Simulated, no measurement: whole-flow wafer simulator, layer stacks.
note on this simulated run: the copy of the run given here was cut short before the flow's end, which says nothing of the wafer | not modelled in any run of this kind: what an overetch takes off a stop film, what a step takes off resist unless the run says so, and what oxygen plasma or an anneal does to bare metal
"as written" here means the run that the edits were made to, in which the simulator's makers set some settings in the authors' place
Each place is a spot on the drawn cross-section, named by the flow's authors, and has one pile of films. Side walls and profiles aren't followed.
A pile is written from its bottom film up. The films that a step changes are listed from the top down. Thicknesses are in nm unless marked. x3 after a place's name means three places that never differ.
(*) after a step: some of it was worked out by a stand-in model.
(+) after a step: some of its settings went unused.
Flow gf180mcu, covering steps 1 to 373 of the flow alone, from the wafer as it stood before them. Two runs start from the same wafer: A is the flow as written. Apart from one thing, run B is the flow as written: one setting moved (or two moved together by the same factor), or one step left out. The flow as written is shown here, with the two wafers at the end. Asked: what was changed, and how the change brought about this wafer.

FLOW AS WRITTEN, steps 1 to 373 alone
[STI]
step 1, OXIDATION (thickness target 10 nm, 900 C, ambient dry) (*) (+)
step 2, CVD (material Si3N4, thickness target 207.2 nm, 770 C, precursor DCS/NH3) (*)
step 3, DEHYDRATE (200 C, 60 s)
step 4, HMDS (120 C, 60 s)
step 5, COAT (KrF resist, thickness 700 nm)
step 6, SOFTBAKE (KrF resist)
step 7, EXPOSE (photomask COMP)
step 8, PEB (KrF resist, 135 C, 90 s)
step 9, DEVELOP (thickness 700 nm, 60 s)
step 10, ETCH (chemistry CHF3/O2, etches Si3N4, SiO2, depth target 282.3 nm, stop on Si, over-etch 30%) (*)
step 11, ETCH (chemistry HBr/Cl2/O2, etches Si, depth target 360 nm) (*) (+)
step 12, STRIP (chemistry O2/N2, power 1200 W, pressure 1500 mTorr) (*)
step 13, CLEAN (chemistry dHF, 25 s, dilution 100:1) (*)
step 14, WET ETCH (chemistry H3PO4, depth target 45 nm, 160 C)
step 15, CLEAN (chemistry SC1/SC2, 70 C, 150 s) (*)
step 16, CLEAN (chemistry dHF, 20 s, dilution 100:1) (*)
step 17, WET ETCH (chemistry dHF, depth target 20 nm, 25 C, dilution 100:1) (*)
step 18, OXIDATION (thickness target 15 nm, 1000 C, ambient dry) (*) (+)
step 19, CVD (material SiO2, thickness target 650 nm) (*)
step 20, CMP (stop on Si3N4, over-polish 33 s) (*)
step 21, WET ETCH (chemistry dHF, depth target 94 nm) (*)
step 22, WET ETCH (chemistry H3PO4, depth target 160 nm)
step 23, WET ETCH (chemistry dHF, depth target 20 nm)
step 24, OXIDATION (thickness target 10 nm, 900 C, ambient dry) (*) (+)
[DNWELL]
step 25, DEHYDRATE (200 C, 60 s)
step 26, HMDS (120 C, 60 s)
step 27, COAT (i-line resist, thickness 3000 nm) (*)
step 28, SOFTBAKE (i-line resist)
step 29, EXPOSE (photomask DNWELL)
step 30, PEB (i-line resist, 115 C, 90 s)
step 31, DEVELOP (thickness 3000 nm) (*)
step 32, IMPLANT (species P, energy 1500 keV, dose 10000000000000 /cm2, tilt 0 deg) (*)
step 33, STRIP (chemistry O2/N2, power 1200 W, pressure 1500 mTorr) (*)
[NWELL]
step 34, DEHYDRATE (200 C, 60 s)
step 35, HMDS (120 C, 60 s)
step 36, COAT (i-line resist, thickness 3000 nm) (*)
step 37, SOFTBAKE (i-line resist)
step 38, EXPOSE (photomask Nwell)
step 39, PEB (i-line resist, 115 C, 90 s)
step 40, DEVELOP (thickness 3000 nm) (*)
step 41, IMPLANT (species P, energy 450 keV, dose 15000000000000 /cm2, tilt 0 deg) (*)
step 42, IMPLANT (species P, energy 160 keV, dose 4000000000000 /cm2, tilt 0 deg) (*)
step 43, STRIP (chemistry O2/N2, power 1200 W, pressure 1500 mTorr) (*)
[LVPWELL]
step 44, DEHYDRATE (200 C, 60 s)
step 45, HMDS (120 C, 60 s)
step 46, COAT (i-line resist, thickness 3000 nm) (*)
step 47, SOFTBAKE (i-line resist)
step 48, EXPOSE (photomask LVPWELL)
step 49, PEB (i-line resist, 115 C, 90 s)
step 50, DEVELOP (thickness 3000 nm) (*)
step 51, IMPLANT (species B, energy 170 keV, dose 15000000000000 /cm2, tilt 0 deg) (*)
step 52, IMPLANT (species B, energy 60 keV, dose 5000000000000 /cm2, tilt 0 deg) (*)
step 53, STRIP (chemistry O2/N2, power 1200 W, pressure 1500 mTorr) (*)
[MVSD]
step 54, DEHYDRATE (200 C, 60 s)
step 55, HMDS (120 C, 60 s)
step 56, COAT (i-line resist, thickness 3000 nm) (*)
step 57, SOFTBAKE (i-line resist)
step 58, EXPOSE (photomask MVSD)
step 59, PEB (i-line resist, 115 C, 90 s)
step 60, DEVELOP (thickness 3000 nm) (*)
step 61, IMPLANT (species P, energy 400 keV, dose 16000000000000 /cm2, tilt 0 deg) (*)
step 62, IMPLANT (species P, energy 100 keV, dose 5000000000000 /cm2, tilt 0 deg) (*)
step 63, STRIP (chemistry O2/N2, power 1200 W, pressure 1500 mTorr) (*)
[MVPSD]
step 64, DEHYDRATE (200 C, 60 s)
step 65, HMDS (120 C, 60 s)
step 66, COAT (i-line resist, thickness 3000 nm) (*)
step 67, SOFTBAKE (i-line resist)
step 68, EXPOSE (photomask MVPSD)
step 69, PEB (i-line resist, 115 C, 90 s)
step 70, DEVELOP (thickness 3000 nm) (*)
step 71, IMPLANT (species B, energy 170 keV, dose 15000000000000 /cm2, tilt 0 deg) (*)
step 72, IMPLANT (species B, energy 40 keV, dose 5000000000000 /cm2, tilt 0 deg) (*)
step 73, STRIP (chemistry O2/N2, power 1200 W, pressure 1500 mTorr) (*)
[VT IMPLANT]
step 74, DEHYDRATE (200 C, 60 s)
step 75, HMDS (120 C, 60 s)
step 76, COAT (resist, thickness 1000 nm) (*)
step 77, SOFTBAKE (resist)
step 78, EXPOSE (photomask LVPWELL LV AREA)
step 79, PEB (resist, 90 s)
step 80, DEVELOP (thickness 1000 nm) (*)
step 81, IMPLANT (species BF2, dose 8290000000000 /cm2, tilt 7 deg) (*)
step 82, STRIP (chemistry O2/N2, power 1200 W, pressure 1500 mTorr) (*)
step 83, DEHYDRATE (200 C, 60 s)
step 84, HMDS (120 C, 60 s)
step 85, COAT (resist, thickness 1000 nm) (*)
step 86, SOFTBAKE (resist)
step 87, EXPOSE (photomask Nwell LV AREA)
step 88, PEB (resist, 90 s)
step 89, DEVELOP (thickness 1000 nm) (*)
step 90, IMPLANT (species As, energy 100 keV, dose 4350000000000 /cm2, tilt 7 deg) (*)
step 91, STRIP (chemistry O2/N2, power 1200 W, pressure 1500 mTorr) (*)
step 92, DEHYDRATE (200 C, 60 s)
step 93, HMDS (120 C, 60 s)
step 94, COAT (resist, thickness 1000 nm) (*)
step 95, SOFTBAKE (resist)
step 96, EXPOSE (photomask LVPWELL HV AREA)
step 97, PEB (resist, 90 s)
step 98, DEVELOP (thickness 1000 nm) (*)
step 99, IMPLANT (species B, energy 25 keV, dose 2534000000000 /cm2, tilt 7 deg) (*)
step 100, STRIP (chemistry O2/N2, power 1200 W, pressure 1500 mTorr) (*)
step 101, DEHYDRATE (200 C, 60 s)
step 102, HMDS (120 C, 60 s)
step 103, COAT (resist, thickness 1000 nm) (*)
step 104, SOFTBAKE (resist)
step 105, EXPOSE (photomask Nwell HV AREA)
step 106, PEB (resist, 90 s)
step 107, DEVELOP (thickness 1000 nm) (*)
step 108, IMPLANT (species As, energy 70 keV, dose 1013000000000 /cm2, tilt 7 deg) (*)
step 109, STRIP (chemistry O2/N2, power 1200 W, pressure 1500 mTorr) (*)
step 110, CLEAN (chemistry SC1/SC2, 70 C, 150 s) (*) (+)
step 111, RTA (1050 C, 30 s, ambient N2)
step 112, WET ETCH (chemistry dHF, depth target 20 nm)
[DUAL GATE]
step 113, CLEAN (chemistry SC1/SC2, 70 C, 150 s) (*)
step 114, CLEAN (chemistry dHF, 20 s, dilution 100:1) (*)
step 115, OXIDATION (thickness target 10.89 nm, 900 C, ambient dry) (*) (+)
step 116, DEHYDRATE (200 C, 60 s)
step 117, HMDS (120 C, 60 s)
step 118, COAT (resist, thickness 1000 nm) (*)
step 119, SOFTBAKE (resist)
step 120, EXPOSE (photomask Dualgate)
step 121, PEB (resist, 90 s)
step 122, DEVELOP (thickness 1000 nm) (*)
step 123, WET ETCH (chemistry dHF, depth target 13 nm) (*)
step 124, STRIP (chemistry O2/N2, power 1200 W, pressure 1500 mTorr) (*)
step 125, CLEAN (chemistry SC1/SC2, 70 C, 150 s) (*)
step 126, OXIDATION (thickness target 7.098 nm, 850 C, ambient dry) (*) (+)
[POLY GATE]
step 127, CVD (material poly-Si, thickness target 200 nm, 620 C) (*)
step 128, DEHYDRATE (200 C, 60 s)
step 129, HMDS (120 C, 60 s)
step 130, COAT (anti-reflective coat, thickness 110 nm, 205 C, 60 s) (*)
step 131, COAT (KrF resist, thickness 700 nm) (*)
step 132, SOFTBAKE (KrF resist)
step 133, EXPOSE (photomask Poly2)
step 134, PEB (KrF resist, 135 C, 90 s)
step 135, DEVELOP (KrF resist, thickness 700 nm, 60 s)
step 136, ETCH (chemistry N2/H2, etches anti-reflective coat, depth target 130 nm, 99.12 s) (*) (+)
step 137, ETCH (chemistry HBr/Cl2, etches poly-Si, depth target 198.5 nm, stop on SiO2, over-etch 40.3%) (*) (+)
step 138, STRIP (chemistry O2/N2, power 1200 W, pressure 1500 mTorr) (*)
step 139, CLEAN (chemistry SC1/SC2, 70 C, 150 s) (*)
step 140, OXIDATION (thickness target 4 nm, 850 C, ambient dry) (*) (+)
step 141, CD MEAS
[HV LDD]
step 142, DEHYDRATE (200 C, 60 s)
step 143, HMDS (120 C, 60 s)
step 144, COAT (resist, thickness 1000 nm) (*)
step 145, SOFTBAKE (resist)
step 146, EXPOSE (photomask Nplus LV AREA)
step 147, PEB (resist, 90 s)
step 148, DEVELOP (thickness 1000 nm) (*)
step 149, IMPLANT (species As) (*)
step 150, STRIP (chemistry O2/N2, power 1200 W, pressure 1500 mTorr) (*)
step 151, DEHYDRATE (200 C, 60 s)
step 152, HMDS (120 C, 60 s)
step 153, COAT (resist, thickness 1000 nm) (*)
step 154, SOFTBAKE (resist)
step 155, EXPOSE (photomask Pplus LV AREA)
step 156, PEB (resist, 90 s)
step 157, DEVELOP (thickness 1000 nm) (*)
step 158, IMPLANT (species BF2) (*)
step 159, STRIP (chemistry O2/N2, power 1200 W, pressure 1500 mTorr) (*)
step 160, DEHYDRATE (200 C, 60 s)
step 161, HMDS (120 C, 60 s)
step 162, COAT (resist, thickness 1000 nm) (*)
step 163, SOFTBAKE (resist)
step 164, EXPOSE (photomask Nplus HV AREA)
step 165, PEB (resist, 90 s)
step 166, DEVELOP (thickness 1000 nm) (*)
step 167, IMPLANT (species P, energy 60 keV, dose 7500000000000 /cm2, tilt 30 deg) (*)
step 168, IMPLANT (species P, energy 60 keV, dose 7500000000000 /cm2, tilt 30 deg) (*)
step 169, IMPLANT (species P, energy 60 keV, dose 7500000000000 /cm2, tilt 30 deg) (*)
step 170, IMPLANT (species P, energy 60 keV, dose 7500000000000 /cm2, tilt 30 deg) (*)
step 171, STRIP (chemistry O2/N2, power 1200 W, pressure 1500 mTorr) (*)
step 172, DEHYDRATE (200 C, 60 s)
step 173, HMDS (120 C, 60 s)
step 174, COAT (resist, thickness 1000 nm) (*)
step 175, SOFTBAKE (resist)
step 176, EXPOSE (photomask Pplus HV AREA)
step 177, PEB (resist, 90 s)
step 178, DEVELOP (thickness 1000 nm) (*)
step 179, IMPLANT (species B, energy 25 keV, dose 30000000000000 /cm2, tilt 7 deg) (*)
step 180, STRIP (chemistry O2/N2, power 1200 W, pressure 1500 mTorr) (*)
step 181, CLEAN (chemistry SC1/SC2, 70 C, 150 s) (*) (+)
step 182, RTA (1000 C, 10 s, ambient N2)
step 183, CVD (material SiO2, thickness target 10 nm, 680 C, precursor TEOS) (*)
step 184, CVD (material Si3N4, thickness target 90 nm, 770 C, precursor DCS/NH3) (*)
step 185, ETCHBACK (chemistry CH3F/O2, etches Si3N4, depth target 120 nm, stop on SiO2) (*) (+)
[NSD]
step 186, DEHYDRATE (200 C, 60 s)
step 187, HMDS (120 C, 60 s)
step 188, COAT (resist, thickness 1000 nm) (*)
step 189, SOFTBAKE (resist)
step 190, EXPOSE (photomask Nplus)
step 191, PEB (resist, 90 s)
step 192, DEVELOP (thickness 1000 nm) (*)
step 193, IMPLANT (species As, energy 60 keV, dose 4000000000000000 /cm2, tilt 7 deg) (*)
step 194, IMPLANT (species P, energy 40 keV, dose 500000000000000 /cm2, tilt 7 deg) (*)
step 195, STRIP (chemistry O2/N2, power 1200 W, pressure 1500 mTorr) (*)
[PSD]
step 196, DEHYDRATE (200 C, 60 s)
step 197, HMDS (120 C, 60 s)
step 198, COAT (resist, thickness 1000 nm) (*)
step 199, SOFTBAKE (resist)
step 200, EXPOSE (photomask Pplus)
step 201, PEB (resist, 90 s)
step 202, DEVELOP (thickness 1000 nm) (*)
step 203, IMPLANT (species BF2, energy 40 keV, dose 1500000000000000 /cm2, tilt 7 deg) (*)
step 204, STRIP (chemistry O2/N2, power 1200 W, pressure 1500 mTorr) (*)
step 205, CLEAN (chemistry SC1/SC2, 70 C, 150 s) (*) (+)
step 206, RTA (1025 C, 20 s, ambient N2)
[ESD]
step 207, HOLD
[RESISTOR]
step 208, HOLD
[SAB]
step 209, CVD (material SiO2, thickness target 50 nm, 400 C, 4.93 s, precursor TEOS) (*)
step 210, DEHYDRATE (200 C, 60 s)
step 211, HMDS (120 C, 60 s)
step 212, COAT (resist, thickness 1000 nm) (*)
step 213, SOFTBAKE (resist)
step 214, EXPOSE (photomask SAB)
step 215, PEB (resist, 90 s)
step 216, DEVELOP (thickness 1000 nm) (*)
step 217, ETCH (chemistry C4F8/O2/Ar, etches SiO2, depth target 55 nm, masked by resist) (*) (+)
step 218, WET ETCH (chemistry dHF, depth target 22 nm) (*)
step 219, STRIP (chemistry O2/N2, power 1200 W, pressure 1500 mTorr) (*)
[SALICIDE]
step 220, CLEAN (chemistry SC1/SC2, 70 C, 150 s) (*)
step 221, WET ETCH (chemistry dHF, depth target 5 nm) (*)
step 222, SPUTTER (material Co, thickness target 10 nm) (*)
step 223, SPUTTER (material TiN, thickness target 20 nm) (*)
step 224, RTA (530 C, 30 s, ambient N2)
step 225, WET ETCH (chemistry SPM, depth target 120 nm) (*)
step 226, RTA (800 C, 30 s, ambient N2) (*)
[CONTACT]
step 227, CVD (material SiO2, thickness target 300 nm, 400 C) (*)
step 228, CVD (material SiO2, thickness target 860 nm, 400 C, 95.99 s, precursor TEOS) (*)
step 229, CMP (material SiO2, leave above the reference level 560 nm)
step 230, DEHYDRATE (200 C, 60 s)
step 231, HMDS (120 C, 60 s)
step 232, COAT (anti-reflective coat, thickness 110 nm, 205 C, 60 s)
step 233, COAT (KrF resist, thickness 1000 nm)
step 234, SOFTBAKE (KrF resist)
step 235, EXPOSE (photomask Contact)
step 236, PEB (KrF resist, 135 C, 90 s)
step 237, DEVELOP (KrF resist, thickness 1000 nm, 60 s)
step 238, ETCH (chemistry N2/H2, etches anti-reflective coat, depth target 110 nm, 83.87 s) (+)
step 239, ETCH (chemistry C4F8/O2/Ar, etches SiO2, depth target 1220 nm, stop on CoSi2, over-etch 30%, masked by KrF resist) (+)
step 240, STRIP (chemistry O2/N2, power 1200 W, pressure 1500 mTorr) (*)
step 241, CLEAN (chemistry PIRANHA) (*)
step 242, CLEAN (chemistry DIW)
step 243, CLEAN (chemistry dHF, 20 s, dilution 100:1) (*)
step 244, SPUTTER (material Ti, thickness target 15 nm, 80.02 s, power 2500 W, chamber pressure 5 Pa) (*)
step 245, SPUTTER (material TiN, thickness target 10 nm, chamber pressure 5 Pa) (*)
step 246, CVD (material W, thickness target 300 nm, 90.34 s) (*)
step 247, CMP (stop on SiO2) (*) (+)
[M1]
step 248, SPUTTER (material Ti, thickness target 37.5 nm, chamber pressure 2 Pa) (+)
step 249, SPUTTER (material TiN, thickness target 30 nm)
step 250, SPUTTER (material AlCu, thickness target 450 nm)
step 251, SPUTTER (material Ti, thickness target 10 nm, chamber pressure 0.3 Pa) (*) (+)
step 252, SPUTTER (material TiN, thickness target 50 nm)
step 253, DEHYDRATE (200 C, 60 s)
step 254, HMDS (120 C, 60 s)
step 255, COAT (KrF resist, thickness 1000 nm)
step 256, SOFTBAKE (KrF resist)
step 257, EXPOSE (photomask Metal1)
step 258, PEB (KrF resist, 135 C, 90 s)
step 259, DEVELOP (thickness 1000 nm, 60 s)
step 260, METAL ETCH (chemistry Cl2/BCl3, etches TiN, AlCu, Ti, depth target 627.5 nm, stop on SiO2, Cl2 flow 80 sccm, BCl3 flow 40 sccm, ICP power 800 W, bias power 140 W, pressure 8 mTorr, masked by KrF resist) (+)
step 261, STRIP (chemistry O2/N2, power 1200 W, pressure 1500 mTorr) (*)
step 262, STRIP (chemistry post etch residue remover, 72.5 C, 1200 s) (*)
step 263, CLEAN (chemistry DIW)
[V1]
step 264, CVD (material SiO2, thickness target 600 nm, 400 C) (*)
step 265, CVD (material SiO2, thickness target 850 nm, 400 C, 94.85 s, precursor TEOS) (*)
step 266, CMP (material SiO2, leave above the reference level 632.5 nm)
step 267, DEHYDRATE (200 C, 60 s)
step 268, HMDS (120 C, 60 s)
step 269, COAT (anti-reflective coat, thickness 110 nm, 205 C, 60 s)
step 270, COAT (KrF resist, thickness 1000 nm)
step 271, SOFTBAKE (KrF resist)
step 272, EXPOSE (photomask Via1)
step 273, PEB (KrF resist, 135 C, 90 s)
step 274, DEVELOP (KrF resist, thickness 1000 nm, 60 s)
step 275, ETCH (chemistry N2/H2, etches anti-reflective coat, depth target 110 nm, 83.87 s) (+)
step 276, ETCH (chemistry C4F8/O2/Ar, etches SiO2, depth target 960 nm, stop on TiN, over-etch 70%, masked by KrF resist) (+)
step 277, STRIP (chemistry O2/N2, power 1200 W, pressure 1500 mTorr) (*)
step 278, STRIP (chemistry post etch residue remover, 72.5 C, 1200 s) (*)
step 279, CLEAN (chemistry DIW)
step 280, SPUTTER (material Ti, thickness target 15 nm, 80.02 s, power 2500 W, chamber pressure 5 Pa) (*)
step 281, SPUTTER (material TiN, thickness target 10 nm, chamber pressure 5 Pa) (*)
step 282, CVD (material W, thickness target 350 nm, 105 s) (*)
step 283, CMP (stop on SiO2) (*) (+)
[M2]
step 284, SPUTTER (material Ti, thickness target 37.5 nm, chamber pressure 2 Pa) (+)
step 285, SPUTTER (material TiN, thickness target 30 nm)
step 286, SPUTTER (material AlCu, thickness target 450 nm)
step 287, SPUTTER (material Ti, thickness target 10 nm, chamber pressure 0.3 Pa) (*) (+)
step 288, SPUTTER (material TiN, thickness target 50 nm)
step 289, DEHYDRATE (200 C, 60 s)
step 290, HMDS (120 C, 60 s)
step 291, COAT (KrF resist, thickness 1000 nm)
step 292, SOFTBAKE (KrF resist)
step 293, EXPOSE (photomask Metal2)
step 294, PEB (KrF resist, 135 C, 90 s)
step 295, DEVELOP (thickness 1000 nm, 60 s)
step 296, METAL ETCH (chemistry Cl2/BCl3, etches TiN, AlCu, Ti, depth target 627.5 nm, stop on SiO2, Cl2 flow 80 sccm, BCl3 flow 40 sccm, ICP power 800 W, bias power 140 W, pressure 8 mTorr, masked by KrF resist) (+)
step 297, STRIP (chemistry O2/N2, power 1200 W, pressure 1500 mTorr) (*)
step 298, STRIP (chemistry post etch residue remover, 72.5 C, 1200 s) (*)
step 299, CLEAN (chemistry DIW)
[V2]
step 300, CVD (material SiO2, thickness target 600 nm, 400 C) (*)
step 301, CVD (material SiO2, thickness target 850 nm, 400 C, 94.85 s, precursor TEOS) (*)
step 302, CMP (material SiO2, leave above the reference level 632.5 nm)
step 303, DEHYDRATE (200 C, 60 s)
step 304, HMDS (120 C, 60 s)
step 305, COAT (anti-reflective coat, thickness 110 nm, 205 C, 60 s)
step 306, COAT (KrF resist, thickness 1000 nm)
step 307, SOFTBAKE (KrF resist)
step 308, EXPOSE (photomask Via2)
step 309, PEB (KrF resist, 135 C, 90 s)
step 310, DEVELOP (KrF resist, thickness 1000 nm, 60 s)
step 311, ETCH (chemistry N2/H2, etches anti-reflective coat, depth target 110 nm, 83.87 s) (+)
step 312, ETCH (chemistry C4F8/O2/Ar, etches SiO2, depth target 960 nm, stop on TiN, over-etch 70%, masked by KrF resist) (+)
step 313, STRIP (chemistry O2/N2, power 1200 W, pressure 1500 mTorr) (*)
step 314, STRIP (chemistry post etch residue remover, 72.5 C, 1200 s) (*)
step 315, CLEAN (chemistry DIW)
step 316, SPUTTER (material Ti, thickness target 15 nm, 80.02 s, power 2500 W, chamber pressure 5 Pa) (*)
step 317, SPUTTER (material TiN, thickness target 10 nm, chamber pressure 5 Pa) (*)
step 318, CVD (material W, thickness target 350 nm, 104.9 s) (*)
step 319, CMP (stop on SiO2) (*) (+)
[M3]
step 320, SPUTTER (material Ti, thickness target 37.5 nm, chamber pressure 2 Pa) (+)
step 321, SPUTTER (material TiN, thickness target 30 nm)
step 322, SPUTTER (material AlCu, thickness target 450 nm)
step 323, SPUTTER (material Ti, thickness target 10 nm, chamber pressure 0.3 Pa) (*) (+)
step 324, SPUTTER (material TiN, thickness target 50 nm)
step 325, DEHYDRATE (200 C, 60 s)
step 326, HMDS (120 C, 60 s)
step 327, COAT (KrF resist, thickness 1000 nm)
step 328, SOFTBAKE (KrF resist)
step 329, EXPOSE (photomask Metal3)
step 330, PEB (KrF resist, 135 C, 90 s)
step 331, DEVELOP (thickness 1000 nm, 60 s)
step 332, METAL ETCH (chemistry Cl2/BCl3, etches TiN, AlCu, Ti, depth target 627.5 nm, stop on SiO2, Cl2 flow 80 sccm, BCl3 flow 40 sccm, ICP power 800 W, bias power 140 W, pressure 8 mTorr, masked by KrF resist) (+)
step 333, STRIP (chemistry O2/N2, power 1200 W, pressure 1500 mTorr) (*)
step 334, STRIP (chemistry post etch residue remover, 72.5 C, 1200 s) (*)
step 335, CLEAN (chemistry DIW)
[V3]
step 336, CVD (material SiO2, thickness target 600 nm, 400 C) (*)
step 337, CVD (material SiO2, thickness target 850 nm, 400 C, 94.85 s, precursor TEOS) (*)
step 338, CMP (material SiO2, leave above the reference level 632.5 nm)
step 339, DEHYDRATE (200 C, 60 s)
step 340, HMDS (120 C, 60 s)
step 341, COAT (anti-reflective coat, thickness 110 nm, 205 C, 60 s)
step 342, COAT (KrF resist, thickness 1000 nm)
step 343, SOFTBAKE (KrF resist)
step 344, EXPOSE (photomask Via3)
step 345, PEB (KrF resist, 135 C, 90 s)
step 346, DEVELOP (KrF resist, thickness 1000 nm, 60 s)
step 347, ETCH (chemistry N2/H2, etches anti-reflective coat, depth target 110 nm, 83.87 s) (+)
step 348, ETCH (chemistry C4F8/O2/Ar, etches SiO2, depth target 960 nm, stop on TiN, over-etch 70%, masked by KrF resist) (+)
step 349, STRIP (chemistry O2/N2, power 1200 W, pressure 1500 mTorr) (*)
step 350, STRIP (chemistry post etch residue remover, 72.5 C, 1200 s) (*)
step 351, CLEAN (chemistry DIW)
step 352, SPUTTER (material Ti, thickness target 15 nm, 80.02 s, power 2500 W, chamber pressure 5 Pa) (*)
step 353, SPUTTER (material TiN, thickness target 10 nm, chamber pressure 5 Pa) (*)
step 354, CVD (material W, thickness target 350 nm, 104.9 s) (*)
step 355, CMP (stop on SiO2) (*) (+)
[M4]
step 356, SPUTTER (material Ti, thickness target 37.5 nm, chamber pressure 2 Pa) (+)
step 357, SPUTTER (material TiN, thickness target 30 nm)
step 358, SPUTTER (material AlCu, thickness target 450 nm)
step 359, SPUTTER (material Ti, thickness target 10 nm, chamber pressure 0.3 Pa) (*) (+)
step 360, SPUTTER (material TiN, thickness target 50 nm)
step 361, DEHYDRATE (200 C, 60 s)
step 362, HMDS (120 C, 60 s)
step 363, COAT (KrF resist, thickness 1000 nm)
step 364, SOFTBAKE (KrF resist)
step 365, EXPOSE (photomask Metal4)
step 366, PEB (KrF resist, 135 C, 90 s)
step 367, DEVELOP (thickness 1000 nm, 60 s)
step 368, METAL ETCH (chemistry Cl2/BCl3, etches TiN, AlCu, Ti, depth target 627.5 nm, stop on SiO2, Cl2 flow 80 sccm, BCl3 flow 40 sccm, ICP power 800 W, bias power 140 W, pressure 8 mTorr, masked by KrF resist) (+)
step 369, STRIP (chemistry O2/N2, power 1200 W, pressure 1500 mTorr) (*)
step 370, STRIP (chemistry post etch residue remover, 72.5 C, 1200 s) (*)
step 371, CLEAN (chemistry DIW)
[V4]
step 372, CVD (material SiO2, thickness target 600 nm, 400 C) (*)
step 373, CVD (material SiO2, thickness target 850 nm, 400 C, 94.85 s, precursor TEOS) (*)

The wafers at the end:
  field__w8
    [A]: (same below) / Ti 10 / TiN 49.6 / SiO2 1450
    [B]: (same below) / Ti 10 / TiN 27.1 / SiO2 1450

What caused this: step 360, SPUTTER: thickness target 27.5 nm was run, while the flow as written has thickness target 50 nm.

How this came from the change, step by step:
  step 360, SPUTTER (material TiN, thickness target 50 nm)
      field, field__w1, field__w2 and 108 more: A TiN gains 50 (new film) | B TiN gains 27.5 (new film)
  step 368, METAL ETCH (chemistry Cl2/BCl3, etches TiN, AlCu, Ti, depth target 627.5 nm, stop on SiO2, Cl2 flow 80 sccm, BCl3 flow 40 sccm, ICP power 800 W, bias power 140 W, pressure 8 mTorr, masked by KrF resist) (+)
      field, field__w1, field__w2 and 103 more: A TiN loses 50 (all of it), Ti loses 10 (all of it), AlCu loses 450 (all of it), TiN loses 30 (all of it), Ti loses 37.5 (all of it) | B TiN loses 27.5 (all of it), Ti loses 10 (all of it), AlCu loses 450 (all of it), TiN loses 30 (all of it), Ti loses 37.5 (all of it)
